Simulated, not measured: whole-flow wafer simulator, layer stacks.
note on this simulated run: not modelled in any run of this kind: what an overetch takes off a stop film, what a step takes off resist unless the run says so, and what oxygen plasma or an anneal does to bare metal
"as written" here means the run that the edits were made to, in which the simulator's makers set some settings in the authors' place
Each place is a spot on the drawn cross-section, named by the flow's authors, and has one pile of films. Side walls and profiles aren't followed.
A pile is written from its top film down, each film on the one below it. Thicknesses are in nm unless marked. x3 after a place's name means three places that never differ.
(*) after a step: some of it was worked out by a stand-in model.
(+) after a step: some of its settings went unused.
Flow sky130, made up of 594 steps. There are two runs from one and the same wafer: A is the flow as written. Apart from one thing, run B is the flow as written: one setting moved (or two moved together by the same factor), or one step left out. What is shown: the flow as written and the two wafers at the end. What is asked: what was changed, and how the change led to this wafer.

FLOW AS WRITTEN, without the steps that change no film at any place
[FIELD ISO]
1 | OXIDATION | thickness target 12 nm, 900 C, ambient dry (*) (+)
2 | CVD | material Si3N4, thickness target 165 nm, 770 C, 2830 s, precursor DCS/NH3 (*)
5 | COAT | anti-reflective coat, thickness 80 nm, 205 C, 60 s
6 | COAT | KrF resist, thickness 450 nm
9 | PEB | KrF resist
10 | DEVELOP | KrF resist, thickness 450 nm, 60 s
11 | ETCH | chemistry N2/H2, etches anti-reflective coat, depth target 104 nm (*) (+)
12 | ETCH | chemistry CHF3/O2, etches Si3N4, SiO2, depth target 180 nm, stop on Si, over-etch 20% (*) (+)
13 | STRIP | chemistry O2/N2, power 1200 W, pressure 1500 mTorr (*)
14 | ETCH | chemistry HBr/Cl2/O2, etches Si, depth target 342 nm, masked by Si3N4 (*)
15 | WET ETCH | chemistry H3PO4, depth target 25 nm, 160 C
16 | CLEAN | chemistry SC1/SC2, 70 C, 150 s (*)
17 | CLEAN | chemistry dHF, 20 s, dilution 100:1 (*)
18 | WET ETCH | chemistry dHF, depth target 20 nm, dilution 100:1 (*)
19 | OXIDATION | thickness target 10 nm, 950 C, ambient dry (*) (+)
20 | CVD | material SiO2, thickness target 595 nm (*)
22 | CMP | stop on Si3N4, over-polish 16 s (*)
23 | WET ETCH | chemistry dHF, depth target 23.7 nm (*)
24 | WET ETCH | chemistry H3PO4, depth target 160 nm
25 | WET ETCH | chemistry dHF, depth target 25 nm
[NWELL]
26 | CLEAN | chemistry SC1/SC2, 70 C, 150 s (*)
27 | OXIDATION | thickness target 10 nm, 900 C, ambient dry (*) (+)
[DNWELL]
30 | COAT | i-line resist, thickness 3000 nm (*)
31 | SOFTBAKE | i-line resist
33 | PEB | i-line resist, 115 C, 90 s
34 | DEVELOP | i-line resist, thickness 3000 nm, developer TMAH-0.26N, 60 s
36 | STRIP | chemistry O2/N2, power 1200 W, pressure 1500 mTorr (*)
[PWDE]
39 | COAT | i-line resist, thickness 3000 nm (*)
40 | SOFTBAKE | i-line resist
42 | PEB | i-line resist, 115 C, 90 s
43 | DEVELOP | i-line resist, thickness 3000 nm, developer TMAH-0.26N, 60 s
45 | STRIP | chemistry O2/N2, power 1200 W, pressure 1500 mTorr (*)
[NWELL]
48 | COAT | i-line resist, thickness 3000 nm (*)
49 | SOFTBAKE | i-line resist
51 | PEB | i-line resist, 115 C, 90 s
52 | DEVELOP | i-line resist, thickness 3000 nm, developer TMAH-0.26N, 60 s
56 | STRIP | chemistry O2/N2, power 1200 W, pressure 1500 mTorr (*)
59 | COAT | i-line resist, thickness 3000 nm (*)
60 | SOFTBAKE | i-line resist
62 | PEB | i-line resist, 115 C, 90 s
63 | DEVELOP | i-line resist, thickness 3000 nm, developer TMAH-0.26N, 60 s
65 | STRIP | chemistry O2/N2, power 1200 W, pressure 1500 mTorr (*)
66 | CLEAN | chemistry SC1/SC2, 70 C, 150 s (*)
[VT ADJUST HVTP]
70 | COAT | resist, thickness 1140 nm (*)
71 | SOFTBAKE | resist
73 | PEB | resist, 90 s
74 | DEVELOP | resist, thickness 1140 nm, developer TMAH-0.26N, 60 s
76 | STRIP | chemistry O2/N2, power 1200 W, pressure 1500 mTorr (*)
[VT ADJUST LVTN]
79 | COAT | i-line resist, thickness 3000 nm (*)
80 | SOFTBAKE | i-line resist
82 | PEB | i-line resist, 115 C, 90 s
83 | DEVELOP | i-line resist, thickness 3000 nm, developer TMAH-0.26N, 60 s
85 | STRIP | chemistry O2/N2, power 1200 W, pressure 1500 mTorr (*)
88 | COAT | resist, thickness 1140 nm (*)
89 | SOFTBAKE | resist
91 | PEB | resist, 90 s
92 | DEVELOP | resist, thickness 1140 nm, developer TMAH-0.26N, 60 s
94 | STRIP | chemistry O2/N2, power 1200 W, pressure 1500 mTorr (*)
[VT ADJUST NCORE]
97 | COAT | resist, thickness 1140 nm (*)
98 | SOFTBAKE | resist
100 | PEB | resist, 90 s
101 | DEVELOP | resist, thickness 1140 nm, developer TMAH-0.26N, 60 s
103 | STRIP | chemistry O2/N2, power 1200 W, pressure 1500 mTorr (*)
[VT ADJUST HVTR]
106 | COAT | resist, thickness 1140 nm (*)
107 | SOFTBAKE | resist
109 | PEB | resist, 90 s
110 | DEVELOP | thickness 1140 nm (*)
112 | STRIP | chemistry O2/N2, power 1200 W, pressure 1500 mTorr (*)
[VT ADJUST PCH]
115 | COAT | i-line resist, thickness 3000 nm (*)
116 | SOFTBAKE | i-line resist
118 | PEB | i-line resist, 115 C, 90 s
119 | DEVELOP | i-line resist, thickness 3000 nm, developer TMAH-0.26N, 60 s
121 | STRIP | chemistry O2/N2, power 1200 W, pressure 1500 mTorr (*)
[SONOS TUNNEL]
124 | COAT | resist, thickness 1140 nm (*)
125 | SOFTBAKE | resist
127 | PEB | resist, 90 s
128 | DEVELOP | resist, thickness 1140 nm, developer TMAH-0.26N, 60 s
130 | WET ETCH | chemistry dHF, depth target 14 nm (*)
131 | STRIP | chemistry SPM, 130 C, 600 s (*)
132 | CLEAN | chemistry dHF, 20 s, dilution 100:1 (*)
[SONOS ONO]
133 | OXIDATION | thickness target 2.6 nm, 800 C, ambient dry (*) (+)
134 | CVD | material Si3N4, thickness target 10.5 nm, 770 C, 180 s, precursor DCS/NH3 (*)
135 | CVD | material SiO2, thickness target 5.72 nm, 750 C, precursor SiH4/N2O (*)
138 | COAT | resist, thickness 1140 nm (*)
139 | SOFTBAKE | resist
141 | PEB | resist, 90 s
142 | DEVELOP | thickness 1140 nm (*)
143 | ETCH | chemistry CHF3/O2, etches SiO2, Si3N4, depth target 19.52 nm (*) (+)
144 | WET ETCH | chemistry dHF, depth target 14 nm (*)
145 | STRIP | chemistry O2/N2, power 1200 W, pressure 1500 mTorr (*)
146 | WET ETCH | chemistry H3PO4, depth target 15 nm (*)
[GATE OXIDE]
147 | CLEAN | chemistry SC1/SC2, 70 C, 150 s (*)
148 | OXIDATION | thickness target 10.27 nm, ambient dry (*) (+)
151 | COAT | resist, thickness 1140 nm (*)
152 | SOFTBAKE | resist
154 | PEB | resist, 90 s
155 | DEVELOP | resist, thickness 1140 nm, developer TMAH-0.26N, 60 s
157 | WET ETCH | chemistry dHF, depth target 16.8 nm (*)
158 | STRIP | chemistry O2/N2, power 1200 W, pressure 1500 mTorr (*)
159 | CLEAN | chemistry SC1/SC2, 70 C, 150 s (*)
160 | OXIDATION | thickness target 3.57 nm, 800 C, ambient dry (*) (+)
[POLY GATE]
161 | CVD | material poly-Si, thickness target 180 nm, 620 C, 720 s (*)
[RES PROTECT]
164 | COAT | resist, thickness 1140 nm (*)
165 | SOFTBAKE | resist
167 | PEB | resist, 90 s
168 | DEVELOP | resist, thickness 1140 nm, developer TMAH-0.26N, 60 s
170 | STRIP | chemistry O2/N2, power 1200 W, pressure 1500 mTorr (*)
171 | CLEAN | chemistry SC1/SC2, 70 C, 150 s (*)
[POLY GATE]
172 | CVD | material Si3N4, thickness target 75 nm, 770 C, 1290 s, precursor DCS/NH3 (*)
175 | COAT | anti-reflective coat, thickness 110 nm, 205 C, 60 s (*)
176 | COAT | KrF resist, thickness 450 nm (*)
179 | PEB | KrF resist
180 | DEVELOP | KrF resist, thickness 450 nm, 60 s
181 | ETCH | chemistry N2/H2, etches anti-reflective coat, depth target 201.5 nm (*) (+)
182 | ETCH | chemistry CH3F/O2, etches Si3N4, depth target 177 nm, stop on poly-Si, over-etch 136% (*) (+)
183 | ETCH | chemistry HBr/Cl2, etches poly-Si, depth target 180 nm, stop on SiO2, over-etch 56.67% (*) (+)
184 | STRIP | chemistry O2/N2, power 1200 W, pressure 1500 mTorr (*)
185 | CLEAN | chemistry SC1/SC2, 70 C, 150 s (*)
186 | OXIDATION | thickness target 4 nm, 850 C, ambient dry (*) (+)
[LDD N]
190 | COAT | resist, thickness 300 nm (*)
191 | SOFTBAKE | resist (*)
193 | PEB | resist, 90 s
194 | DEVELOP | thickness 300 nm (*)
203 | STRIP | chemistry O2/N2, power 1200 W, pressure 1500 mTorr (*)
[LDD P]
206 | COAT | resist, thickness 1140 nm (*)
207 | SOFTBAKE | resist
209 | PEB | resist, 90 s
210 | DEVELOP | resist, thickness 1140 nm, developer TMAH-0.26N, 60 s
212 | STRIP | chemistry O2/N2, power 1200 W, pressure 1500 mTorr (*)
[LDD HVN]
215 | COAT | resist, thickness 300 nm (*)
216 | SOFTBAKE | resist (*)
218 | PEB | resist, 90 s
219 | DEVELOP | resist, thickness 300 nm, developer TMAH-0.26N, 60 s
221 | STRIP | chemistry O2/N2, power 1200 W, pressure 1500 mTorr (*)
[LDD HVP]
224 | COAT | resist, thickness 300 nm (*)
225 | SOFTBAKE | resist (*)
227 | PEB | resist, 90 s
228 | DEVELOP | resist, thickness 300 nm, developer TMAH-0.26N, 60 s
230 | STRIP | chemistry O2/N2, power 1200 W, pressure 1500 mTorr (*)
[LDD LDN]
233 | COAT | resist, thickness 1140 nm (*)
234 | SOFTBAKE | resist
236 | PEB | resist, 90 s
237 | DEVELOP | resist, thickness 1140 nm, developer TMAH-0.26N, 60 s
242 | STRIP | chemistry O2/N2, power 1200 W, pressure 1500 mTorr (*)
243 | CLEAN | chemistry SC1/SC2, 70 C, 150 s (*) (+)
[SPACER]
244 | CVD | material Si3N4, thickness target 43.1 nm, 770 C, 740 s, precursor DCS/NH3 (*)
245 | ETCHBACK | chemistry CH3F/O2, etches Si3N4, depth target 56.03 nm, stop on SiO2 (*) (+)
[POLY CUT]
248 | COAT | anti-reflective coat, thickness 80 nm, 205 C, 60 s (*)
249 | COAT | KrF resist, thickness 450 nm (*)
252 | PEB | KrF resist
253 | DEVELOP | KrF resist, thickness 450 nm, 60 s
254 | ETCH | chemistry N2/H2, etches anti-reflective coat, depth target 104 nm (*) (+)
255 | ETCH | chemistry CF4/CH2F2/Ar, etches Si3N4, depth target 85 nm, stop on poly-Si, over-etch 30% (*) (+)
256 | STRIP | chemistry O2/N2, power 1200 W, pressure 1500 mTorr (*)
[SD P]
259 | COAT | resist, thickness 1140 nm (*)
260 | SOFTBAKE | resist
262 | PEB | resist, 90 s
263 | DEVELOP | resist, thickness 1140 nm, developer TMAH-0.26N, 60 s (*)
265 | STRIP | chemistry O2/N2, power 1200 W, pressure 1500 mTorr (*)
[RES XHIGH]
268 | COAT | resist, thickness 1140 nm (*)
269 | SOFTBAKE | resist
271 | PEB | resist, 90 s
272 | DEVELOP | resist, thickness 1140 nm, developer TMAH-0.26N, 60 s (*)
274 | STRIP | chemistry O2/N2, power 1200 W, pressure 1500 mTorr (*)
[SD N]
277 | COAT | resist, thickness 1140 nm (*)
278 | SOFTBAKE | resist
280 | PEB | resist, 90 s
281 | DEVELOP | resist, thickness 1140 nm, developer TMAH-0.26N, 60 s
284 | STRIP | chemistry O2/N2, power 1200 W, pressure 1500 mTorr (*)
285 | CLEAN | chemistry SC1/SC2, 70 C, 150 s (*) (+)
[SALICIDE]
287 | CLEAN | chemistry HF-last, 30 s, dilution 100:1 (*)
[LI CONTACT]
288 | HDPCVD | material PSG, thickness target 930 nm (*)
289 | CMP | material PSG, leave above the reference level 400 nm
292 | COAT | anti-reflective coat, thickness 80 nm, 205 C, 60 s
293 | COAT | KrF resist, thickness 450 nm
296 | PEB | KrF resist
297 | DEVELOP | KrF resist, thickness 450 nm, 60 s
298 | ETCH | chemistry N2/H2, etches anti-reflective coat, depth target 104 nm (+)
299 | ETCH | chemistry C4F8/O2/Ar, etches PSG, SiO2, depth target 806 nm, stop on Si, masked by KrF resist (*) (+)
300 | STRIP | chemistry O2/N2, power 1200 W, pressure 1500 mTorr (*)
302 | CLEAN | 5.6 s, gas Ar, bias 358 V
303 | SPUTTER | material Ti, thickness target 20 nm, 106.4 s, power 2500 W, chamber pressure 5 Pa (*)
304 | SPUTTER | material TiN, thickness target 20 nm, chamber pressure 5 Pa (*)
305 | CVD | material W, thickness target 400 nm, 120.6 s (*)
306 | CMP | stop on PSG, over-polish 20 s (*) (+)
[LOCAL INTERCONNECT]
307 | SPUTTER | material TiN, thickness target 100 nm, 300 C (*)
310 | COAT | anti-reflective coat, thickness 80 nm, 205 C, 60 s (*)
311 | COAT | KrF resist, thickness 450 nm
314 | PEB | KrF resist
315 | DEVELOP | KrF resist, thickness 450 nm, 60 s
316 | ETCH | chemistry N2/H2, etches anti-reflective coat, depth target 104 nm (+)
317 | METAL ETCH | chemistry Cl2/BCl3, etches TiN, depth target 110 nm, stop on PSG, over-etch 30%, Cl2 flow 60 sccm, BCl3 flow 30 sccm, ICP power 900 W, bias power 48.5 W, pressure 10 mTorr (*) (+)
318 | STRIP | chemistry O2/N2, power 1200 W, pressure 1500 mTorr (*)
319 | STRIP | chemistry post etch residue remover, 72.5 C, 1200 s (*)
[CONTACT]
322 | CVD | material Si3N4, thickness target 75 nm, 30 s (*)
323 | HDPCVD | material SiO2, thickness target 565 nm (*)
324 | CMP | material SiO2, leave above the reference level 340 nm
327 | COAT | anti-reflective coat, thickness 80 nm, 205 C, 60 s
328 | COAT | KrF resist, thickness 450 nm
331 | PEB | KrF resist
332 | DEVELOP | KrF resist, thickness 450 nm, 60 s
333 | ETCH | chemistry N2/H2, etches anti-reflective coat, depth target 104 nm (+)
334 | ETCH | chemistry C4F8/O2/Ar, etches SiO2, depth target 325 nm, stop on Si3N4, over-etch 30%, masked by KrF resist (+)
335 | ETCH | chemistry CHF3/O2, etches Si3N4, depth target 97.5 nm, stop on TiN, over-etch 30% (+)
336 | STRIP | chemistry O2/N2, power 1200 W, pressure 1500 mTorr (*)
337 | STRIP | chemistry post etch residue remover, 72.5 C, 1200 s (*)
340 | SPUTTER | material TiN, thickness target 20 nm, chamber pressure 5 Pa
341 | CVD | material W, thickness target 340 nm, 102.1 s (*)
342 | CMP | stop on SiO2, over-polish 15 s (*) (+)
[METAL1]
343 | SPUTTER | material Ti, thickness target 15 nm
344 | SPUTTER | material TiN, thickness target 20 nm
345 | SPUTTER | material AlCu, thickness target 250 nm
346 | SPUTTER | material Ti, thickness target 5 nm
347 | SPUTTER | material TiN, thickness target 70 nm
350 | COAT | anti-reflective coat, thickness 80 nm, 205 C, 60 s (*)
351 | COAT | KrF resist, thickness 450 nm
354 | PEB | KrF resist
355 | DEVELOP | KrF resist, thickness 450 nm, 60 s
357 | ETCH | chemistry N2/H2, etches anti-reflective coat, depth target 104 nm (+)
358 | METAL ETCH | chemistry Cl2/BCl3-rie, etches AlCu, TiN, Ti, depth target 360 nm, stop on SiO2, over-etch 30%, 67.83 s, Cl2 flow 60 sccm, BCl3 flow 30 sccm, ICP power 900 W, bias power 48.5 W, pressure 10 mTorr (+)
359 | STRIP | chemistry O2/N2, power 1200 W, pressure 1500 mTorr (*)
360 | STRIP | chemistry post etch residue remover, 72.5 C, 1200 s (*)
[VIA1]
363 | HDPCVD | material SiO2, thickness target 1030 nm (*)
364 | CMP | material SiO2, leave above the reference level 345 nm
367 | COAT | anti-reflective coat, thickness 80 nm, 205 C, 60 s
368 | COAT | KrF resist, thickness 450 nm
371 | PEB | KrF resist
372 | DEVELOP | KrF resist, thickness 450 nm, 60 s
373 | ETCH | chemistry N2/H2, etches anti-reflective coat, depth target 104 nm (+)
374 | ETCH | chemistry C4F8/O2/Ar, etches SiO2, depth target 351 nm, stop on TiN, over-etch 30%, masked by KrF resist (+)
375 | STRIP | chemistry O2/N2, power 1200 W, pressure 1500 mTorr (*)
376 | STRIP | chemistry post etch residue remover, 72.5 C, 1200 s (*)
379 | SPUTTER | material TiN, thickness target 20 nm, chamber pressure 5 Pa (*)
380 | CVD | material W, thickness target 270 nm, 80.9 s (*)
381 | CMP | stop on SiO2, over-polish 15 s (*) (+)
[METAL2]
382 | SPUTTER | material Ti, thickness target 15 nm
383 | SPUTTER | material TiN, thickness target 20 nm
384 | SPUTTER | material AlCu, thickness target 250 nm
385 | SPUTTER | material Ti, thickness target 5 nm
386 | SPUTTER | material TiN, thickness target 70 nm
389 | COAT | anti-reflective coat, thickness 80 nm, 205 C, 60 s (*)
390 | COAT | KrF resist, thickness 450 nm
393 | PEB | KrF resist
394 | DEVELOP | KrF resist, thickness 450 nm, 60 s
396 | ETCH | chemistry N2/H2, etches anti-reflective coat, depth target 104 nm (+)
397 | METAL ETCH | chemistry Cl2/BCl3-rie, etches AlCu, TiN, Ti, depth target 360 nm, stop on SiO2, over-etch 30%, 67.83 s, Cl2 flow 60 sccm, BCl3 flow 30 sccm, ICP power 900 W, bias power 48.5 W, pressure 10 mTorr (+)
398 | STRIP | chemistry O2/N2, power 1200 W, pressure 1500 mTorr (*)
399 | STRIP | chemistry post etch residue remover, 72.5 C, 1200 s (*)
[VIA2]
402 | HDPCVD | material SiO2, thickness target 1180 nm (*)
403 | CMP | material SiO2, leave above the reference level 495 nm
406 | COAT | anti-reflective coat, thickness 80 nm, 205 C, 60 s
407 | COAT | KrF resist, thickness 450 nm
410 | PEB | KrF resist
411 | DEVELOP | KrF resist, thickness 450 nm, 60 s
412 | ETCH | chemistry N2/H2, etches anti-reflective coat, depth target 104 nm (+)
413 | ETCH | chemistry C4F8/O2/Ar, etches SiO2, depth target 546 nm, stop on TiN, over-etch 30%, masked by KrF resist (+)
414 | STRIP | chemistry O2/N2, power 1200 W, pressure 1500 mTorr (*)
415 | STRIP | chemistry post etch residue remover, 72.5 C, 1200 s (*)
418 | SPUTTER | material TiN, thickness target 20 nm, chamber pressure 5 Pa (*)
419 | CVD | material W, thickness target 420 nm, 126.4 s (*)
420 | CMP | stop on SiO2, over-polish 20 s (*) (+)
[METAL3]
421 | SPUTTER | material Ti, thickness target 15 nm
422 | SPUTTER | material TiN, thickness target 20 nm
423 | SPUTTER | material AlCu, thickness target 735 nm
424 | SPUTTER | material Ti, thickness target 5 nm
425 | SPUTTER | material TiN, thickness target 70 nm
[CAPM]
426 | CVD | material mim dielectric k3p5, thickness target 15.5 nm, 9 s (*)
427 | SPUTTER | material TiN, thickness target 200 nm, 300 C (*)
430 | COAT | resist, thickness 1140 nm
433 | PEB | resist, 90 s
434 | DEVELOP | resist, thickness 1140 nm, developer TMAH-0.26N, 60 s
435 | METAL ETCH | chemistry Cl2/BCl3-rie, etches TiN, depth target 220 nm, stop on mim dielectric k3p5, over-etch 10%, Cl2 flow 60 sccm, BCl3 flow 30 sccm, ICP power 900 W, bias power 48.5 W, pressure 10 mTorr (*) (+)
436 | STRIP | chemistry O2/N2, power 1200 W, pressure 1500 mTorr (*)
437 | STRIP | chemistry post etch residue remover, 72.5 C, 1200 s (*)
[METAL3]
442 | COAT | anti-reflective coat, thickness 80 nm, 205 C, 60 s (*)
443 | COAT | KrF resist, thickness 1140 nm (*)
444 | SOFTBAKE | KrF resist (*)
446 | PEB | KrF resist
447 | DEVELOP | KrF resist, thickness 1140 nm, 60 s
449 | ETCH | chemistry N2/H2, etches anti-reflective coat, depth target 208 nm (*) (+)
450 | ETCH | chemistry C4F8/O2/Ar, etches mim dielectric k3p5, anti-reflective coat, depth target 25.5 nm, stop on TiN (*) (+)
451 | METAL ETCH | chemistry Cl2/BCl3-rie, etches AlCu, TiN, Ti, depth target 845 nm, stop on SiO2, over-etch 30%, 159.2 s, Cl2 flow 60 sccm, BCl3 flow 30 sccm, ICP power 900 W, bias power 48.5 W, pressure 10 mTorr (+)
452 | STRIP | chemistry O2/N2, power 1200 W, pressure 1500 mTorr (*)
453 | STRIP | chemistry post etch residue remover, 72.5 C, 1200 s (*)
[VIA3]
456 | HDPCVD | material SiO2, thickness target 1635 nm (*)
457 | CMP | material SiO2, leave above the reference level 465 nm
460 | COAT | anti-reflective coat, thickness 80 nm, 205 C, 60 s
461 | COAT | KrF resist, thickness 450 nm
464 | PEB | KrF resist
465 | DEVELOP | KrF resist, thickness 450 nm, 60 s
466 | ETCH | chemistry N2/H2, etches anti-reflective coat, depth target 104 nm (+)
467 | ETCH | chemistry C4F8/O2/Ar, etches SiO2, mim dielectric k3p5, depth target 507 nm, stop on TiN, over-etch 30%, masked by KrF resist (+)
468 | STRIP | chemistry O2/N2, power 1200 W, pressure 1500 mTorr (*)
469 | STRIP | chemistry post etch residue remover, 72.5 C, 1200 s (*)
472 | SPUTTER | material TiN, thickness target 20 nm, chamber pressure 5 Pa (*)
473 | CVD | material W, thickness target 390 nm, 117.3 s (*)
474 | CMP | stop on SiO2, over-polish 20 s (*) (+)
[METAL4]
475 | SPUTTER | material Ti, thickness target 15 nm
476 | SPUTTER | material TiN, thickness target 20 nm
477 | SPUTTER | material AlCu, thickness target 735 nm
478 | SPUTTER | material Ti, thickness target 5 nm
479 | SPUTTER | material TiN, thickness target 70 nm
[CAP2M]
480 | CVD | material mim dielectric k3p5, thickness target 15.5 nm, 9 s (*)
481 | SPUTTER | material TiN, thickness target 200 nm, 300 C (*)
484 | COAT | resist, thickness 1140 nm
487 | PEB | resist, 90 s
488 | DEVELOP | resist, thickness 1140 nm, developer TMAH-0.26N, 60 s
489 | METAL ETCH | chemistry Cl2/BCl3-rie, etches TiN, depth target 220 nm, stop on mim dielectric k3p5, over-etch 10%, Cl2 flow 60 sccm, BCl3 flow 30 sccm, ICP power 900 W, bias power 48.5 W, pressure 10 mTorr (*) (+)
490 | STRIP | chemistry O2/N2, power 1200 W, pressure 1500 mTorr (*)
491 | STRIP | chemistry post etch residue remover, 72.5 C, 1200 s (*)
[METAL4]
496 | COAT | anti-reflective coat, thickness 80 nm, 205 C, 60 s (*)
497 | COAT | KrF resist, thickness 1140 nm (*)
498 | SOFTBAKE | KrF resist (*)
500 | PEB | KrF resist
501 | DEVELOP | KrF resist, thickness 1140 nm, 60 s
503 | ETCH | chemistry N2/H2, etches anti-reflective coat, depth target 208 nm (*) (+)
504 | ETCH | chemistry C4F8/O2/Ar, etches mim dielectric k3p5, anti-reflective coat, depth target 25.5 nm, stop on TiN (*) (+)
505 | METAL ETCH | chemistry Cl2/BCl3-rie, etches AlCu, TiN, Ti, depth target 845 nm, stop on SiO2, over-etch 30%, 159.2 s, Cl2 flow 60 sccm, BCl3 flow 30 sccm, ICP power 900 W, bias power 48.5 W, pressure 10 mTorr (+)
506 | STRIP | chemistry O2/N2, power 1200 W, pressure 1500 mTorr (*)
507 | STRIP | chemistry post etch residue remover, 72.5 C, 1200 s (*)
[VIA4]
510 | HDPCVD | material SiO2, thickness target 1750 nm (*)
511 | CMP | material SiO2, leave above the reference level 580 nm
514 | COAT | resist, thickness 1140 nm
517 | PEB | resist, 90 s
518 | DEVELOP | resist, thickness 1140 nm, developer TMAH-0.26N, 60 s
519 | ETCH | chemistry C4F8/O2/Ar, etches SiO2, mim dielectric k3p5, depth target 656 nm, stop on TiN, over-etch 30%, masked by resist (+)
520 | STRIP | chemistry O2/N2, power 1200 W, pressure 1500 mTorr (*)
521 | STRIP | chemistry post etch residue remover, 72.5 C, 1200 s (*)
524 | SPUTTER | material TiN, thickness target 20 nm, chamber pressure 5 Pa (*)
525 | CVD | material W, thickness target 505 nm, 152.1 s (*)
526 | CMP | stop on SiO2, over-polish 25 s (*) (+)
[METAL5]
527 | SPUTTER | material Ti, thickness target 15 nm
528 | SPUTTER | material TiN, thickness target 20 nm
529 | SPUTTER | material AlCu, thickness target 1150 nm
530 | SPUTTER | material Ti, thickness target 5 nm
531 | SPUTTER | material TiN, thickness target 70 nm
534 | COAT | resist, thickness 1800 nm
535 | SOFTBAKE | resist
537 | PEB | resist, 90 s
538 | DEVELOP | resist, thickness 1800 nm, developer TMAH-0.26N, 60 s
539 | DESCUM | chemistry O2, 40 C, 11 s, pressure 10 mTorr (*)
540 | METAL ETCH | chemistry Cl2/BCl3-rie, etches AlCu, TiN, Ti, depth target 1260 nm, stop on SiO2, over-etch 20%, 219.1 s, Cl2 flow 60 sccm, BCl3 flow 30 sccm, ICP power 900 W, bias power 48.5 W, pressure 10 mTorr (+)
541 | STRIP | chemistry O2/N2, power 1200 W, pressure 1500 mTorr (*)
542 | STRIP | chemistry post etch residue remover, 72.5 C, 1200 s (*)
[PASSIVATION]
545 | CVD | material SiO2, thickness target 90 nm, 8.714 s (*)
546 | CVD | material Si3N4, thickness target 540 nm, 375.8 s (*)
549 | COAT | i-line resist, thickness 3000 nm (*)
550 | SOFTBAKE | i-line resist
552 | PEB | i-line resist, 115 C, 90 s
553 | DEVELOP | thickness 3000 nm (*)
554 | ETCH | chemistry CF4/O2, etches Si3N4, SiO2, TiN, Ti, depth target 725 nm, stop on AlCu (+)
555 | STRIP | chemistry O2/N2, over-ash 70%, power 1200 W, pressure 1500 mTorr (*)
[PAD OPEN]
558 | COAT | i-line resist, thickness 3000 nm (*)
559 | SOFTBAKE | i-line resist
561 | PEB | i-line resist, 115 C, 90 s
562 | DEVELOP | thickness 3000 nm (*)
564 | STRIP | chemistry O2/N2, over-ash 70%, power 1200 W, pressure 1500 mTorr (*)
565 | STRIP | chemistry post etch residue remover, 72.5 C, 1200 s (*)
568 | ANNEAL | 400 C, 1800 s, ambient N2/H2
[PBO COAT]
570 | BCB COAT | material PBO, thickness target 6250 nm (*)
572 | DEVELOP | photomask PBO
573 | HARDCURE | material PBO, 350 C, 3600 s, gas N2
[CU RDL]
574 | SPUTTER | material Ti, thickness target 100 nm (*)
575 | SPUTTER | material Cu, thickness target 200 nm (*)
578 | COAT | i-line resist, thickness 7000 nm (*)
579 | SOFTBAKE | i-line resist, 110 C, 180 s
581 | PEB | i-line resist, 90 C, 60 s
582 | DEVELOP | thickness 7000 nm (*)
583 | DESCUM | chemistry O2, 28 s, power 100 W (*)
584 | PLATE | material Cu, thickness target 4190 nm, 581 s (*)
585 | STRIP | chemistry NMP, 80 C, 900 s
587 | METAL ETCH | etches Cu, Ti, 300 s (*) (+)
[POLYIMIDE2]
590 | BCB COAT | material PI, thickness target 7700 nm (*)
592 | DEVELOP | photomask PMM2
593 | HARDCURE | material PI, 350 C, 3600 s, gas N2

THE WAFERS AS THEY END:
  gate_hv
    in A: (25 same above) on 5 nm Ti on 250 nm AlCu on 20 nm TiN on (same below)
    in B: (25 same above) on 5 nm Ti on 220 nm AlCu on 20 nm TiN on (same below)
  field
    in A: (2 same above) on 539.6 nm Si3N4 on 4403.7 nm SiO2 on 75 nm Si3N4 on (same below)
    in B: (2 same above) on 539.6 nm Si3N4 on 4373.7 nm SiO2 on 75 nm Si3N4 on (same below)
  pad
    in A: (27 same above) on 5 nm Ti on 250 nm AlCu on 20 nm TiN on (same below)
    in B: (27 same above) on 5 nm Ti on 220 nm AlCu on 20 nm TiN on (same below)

The reason: step 345, SPUTTER: thickness target 220 nm was run, though the flow has thickness target 250 nm.
The wafer itself shows it: gate_hv has AlCu 220, and step 345 as written asks for 250 nm.

Step by step, how the change led to this:
  345 | SPUTTER | material AlCu, thickness target 250 nm
      field, active, n_well and 188 more: A AlCu gains 250 (new film) | B AlCu gains 220 (new film)
  358 | METAL ETCH | chemistry Cl2/BCl3-rie, etches AlCu, TiN, Ti, depth target 360 nm, stop on SiO2, over-etch 30%, 67.83 s, Cl2 flow 60 sccm, BCl3 flow 30 sccm, ICP power 900 W, bias power 48.5 W, pressure 10 mTorr (+)
      field, active, gate and 81 more: A TiN loses 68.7 (all of it), Ti loses 5 (all of it), AlCu loses 250 (all of it), TiN loses 20 (all of it), Ti loses 15 (all of it), SiO2 loses 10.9 | B TiN loses 68.7 (all of it), Ti loses 5 (all of it), AlCu loses 220 (all of it), TiN loses 20 (all of it), Ti loses 15 (all of it), SiO2 loses 13.9
  364 | CMP | material SiO2, leave above the reference level 345 nm
      field, active, gate and 81 more: A SiO2 loses 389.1 | B SiO2 loses 416.1
